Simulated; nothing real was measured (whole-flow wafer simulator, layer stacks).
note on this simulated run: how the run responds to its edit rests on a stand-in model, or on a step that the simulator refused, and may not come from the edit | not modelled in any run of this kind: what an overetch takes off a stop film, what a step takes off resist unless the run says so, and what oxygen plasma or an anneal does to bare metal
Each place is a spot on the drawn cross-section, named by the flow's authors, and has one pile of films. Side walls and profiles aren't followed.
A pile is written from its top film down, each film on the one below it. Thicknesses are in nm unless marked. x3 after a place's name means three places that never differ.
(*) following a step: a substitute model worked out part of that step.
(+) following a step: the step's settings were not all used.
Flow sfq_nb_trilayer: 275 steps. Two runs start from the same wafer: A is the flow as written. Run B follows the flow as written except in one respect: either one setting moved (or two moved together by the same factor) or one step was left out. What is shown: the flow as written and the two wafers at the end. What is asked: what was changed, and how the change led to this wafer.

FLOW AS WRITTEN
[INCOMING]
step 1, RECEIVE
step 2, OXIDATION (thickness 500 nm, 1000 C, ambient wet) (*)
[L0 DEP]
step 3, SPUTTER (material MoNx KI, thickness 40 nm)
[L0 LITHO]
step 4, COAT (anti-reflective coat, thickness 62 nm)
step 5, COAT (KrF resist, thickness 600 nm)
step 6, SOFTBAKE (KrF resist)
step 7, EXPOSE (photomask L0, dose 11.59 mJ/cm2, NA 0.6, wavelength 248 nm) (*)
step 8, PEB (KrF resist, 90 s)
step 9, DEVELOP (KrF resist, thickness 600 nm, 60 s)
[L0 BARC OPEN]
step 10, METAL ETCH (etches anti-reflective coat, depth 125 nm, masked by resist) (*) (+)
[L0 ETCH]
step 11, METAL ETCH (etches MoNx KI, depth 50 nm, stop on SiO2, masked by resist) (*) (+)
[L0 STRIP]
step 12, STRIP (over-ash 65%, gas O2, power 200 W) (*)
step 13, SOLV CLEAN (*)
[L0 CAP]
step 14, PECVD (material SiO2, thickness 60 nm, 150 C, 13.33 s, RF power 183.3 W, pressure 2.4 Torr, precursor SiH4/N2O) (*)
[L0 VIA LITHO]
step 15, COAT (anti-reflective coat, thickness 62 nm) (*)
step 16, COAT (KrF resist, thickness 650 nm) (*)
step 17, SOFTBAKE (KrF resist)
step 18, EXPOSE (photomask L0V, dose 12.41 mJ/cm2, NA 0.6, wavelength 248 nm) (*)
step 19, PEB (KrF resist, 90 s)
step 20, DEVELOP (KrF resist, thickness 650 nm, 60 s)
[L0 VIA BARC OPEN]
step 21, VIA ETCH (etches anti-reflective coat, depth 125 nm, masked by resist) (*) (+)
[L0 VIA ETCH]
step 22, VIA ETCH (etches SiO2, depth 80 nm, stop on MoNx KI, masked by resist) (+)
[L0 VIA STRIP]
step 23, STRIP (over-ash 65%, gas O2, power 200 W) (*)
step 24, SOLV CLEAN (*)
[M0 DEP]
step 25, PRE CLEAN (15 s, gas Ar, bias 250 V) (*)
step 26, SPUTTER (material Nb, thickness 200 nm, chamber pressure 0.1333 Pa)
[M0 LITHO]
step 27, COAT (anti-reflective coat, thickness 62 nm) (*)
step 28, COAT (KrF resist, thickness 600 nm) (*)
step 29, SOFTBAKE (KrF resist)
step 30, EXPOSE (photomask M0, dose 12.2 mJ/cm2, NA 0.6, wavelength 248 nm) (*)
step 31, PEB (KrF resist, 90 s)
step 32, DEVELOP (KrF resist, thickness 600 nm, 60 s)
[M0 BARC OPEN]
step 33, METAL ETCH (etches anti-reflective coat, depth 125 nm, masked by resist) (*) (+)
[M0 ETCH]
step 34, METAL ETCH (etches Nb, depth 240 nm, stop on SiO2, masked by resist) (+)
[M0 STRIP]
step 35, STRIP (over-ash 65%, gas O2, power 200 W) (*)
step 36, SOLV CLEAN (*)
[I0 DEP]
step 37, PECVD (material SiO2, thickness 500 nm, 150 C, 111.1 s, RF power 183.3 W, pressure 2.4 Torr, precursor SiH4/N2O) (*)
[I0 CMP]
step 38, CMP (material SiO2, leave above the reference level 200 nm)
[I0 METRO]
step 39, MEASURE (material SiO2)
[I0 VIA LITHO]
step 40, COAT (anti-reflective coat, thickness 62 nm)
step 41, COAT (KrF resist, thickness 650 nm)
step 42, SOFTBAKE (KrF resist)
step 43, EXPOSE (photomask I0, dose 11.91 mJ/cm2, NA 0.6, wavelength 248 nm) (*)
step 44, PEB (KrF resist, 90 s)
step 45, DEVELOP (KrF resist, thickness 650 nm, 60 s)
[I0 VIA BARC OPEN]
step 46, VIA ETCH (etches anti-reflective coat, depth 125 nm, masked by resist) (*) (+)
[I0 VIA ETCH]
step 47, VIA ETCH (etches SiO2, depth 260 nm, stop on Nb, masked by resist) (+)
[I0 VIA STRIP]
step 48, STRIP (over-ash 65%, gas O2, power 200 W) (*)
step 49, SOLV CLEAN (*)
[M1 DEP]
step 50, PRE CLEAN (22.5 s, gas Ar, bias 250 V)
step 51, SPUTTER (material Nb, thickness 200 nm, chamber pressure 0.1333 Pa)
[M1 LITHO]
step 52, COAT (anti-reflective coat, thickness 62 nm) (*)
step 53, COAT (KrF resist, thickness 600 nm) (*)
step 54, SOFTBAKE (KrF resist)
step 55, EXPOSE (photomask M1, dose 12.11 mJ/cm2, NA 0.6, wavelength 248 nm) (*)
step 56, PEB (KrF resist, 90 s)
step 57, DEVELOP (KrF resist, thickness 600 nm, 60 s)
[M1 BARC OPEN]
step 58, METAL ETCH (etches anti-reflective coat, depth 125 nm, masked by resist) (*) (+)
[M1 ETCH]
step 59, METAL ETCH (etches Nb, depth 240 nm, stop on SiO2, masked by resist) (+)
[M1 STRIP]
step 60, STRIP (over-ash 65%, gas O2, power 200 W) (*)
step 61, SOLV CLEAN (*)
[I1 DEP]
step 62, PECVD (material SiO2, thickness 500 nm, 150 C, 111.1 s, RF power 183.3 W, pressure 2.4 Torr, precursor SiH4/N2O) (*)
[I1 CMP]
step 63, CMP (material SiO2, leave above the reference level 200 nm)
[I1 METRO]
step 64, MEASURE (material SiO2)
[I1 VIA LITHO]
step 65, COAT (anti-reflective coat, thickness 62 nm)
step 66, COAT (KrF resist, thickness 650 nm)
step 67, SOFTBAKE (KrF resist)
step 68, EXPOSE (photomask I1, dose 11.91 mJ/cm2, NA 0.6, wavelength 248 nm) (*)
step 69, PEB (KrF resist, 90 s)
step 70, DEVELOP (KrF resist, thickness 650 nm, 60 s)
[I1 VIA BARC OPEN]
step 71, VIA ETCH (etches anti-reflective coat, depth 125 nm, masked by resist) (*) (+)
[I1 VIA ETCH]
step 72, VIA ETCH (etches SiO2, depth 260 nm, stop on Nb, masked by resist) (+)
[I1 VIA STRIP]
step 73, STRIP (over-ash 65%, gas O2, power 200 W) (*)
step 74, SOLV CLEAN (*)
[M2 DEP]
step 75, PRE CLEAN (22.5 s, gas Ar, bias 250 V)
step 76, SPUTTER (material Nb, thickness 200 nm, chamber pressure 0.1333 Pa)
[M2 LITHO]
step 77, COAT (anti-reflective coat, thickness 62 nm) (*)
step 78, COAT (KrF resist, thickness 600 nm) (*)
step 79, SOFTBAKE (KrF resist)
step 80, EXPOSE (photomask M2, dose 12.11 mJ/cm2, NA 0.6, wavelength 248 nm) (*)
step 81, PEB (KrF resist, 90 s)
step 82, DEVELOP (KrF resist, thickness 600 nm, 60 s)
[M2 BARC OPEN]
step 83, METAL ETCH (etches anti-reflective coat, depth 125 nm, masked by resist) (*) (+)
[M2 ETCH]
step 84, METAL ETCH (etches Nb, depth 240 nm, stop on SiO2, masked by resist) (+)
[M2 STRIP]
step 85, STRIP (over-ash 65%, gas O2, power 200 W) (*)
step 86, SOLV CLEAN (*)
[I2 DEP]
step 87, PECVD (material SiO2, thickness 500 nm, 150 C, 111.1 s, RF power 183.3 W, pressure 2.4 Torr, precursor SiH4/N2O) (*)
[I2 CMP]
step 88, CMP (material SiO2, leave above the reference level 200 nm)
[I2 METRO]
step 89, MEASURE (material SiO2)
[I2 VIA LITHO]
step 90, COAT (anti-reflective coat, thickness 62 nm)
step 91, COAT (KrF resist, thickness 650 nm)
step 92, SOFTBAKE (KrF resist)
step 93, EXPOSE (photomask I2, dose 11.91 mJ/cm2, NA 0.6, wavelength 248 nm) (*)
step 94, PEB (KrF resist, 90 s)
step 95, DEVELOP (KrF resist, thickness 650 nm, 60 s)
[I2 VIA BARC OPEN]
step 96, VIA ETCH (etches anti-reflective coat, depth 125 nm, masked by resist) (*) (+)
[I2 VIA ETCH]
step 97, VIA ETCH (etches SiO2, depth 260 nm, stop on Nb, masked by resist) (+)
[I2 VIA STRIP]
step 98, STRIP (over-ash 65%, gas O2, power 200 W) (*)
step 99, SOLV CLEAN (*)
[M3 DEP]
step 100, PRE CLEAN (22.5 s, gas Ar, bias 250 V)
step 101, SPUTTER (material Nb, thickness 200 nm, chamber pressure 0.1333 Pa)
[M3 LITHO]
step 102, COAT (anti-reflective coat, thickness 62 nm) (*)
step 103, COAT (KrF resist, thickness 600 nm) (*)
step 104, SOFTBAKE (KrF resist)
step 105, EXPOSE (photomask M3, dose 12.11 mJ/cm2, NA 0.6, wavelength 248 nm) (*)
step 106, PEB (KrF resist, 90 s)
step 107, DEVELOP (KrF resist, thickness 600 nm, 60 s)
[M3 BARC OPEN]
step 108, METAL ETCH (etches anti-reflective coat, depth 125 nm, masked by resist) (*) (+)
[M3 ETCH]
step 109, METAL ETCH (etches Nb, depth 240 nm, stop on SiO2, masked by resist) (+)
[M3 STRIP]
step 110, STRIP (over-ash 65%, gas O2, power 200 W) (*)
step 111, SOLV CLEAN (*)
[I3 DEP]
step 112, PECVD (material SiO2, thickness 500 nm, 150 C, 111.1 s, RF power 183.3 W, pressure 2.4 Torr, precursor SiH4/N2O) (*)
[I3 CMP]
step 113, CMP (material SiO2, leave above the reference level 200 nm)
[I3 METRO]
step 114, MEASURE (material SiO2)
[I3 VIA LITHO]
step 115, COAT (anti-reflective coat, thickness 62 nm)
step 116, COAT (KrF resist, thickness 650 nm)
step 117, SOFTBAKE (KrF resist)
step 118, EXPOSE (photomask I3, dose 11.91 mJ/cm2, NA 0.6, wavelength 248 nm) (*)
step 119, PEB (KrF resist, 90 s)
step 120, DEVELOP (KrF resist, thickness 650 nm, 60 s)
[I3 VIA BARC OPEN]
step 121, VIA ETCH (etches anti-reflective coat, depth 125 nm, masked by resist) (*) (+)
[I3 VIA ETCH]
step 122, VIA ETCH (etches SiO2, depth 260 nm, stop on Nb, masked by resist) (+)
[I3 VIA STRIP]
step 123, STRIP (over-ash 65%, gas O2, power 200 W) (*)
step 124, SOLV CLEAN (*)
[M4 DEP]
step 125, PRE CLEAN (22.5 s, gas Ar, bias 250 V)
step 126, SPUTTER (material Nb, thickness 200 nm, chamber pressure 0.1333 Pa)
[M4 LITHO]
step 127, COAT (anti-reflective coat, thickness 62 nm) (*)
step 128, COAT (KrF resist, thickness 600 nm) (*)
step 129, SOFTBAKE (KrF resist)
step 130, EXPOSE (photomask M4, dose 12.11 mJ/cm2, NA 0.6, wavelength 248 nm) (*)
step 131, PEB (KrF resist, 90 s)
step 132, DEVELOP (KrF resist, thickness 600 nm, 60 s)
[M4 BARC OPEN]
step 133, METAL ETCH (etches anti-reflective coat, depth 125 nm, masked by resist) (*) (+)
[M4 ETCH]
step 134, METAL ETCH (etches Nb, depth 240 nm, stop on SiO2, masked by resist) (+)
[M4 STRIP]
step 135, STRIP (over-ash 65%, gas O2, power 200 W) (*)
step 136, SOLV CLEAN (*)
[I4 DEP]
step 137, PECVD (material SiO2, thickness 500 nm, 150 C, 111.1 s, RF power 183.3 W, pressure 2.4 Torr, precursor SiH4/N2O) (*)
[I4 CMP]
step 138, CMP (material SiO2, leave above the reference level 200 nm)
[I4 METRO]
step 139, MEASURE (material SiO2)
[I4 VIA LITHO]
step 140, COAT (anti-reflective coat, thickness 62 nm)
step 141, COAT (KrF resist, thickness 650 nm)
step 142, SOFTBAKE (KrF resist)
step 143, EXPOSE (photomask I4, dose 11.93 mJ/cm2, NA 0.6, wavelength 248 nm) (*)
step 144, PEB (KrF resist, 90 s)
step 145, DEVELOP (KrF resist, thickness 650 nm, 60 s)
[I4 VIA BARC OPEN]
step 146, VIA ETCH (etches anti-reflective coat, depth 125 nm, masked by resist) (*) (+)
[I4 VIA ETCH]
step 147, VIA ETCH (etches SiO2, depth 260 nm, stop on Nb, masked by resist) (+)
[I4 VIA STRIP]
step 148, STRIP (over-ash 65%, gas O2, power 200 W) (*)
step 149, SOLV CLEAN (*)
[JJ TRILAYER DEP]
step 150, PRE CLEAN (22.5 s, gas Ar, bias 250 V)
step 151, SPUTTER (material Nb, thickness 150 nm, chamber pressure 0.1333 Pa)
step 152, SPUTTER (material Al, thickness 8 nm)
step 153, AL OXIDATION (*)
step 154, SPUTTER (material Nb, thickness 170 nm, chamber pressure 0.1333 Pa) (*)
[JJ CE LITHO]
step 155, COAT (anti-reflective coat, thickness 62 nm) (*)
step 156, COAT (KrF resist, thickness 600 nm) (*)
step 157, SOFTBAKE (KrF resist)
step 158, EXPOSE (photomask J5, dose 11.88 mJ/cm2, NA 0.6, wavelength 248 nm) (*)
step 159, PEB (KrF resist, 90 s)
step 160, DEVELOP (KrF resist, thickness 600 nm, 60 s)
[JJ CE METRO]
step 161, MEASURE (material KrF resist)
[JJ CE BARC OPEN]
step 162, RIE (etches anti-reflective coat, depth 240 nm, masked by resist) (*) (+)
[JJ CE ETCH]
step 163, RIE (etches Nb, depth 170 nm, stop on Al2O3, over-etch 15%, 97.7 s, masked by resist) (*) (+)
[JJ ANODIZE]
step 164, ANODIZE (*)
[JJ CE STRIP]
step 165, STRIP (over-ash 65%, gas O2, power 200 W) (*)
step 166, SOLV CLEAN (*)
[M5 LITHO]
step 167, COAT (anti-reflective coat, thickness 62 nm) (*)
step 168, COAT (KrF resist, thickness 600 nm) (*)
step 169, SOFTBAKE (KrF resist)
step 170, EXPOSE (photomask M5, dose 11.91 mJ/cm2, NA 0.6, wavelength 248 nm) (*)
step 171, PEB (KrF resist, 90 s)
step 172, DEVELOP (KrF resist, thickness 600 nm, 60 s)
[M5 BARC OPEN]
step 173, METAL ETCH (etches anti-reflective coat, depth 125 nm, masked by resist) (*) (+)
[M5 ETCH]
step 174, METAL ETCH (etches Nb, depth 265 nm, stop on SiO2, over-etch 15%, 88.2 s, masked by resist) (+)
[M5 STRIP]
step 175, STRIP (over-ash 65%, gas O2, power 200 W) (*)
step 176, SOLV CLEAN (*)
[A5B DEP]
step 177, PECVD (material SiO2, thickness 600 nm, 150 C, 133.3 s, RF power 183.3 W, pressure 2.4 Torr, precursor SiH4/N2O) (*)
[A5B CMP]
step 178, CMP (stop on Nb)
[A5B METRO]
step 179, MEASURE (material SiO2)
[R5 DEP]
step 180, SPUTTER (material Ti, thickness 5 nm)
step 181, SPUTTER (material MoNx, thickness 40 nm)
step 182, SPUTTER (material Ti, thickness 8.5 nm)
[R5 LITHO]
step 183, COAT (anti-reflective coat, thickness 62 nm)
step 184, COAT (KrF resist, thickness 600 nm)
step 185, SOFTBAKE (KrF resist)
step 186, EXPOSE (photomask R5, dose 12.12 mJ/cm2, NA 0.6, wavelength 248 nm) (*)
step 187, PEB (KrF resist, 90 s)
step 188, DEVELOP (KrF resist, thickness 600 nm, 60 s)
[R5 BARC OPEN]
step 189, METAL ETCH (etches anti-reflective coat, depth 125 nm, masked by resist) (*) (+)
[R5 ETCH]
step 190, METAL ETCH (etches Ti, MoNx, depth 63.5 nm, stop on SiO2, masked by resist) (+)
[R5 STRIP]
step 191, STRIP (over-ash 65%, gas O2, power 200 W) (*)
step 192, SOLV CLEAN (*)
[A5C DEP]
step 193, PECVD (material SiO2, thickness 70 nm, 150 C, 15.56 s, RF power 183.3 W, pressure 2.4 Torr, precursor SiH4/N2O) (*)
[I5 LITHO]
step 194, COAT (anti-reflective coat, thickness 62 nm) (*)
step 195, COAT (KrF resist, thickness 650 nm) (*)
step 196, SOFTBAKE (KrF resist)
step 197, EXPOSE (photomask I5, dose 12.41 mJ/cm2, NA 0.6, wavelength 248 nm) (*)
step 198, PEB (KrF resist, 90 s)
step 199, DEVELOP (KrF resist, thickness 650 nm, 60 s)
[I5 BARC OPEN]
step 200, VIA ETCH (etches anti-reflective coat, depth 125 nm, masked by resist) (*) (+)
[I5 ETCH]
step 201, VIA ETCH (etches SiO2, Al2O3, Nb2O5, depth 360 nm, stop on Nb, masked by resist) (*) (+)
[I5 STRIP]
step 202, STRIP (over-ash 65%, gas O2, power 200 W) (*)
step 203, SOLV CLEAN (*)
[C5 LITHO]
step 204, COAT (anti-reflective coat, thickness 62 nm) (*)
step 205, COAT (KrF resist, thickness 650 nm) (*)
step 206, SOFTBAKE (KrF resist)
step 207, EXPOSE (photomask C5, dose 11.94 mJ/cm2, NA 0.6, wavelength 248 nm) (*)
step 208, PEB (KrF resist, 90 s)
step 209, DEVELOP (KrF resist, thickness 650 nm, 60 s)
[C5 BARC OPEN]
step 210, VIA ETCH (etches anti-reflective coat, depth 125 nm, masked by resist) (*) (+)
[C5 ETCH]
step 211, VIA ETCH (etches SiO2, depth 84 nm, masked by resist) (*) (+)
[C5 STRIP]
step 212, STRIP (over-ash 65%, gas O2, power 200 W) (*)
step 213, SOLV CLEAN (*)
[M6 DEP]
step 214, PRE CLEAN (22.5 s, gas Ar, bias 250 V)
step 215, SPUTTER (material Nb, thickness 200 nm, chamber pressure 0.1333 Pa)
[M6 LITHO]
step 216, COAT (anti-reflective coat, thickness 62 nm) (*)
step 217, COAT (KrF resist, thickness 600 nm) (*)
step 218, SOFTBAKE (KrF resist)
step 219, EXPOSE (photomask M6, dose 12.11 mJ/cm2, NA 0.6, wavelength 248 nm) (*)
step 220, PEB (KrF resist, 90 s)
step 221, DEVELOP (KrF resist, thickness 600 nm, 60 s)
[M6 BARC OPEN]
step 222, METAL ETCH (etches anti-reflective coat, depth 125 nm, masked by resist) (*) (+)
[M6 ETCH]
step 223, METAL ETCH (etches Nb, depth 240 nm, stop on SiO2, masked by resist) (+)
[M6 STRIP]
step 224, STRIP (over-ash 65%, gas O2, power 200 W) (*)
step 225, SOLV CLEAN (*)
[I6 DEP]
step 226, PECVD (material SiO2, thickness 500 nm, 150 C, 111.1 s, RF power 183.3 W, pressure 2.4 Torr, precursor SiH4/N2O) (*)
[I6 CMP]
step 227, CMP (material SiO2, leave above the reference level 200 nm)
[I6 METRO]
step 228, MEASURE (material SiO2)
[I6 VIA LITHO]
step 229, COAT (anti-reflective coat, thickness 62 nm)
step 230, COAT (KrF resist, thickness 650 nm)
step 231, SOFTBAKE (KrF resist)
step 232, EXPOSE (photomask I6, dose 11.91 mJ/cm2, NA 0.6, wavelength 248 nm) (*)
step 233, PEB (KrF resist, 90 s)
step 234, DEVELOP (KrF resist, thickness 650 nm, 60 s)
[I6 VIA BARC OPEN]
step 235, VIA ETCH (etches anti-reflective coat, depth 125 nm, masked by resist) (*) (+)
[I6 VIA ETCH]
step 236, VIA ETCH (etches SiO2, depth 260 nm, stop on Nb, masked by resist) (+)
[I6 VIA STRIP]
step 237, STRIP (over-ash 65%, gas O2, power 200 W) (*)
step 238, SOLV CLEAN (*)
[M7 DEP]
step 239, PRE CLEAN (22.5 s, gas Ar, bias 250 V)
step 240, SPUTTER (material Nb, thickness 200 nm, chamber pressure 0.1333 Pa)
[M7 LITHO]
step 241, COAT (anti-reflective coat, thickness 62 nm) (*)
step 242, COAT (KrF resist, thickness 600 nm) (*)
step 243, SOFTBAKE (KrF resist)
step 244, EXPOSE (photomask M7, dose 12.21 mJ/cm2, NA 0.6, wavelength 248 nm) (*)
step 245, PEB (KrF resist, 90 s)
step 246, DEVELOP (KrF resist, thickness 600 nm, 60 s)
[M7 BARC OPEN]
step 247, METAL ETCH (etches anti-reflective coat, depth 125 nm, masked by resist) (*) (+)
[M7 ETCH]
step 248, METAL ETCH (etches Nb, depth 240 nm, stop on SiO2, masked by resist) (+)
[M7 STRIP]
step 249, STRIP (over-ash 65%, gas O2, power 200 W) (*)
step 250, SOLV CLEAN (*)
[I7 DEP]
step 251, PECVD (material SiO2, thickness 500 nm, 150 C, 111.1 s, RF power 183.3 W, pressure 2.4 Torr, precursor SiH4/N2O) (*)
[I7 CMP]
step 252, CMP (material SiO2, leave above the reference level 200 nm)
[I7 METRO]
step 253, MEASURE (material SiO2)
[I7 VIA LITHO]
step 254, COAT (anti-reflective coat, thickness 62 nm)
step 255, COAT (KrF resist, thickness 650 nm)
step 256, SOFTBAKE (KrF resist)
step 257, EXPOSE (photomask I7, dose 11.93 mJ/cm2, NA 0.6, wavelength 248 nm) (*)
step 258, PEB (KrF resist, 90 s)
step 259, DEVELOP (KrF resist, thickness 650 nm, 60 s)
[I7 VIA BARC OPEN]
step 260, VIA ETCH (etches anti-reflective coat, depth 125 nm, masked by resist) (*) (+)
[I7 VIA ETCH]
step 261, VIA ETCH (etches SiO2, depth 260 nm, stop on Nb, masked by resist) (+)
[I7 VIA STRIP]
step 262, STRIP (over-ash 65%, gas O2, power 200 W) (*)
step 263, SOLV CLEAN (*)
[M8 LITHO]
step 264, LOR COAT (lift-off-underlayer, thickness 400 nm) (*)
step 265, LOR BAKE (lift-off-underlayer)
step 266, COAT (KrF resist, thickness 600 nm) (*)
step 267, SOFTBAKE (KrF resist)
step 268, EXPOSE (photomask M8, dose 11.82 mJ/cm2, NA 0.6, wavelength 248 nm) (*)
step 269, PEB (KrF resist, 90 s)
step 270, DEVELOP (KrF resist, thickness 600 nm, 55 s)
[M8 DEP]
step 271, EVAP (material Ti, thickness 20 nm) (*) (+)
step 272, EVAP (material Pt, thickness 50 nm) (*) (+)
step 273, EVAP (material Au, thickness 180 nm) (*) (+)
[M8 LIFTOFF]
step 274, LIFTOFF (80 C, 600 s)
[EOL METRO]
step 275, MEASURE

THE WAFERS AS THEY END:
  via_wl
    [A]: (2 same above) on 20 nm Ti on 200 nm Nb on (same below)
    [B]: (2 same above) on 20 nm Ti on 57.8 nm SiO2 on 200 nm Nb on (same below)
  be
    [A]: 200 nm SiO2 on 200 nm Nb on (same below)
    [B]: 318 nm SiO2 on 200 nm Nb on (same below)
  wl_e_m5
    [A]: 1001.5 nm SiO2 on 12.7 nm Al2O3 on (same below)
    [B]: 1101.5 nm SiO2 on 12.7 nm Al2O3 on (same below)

What caused this: step 252, CMP: leave above the reference level 318 nm was run, while the flow as written has leave above the reference level 200 nm.
The wafer itself shows it: be has SiO2 318, and step 252 as written asks for 200 nm.

Step by step, how the change led to this:
  step 252, CMP (material SiO2, leave above the reference level 200 nm)
      field_l, p4_fl, p4_fm and 56 more: A SiO2 loses 100 | B nothing
      field_r, lsp_l: A SiO2 loses 77.7 | B nothing
      (and at 45 other places as well)
  step 254, COAT (anti-reflective coat, thickness 62 nm)
      m0r_space_l, m0r_space_r, m6r_space_l x2: A anti-reflective coat gains 62 (new film) | B anti-reflective coat gains 64.7 (new film)
      l0r_line_l, m5r_space_l, m5r_space_r: A anti-reflective coat gains 62 (new film) | B anti-reflective coat gains 63.6 (new film)
      (and at 24 other places as well)
  step 255, COAT (KrF resist, thickness 650 nm)
      lsp_l: A KrF resist gains 650 (new film) | B KrF resist gains 666.3 (new film)
  step 261, VIA ETCH (etches SiO2, depth 260 nm, stop on Nb, masked by resist) (+)
      via_wl, via_w, via_wr: A SiO2 loses 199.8 (all of it) | B SiO2 loses 260
  step 262, STRIP (over-ash 65%, gas O2, power 200 W) (*)
      m0r_space_l, m0r_space_r, m6r_space_l x2: A KrF resist loses 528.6 (all of it), anti-reflective coat loses 62 (all of it) | B KrF resist loses 531.3 (all of it), anti-reflective coat loses 64.7 (all of it)
      m5r_space_l, m5r_space_r: A KrF resist loses 528.6 (all of it), anti-reflective coat loses 62 (all of it) | B KrF resist loses 531.2 (all of it), anti-reflective coat loses 63.6 (all of it)
      (and at 25 other places as well)
  step 264, LOR COAT (lift-off-underlayer, thickness 400 nm) (*)
      v_sur: A lift-off-underlayer gains 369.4 (new film) | B lift-off-underlayer gains 356.5 (new film)
      via_wl: A lift-off-underlayer gains 549.8 (new film) | B lift-off-underlayer gains 589 (new film)
      (and at 10 other places as well)
  step 270, DEVELOP (KrF resist, thickness 600 nm, 55 s)
      v_sur: A KrF resist loses 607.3 (all of it), lift-off-underlayer loses 369.4 (all of it) | B KrF resist loses 606.3 (all of it), lift-off-underlayer loses 356.5 (all of it)
      via_wl: A KrF resist loses 623.9 (all of it), lift-off-underlayer loses 549.8 (all of it) | B KrF resist loses 630.3 (all of it), lift-off-underlayer loses 589 (all of it)
      (and at 3 other places as well)
  step 274, LIFTOFF (80 C, 600 s)
      moat: A Au loses 180 (all of it), Pt loses 50 (all of it), Ti loses 20 (all of it), KrF resist loses 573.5 (all of it), lift-off-underlayer loses 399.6 (all of it) | B Au loses 180 (all of it), Pt loses 50 (all of it), Ti loses 20 (all of it), KrF resist loses 572.2 (all of it), lift-off-underlayer loses 391.1 (all of it)
      field_r: A Au loses 180 (all of it), Pt loses 50 (all of it), Ti loses 20 (all of it), KrF resist loses 573.5 (all of it), lift-off-underlayer loses 399.6 (all of it) | B Au loses 180 (all of it), Pt loses 50 (all of it), Ti loses 20 (all of it), KrF resist loses 577 (all of it), lift-off-underlayer loses 425 (all of it)
      (and at 5 other places as well)
Taking metal films that touch as one body, via_wl has 8 bodies (between them, from the top down: SiO2 57.8; SiO2 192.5; SiO2 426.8 / Al2O3 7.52 / Nb2O5 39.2; SiO2 192.5; SiO2 192.5; SiO2 192.5; SiO2 192.5); the flow as written gives 7 bodies (between them, from the top down: SiO2 192.5; SiO2 426.8 / Al2O3 7.52 / Nb2O5 39.2; SiO2 192.5; SiO2 192.5; SiO2 192.5; SiO2 192.5).
